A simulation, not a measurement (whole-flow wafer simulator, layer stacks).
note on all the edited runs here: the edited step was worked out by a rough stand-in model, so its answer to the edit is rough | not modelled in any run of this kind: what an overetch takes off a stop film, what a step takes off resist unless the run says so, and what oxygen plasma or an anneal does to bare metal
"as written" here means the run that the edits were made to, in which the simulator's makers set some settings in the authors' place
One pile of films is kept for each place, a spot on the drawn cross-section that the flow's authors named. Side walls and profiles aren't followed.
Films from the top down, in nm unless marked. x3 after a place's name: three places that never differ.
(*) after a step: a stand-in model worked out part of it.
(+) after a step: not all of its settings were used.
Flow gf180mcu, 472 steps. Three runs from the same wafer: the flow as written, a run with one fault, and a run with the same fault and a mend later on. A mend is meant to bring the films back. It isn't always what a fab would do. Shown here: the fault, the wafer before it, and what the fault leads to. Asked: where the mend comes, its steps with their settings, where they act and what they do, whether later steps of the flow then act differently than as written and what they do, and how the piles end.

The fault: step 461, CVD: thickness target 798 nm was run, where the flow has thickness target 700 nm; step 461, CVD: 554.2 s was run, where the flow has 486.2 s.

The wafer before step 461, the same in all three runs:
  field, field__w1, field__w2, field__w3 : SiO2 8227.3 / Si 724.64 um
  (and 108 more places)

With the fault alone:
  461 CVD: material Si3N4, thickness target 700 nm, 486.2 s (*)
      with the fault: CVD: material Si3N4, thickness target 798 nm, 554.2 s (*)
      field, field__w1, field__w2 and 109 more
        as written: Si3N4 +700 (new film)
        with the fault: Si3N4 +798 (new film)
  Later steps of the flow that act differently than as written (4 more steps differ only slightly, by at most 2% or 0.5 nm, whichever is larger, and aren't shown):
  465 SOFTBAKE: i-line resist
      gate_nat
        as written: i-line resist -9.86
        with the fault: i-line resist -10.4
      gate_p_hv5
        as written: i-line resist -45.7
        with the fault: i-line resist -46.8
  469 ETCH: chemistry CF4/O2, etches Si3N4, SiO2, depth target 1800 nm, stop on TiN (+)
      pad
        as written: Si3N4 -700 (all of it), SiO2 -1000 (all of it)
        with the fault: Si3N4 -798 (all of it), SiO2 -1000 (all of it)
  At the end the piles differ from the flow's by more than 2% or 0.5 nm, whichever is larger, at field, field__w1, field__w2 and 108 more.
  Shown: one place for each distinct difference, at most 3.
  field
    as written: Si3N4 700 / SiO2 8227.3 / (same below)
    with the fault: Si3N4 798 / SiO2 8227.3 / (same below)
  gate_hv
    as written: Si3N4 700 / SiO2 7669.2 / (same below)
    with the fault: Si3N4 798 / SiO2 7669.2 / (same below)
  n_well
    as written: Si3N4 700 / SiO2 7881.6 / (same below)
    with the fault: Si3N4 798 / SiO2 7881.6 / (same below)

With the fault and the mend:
  The mend comes after step 461.
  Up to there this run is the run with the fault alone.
  461a WET ETCH: chemistry H3PO4, depth target 98 nm, 160 C (the flow's step 14 once more, with other settings)
      field, field__w1, field__w2 and 109 more
        Si3N4 -98
  No later step of the flow acts differently than as written, at any place that is followed, by more than 2% or 0.5 nm, whichever is larger.
  At the end the piles are the same as the flow's at every place that both follow.
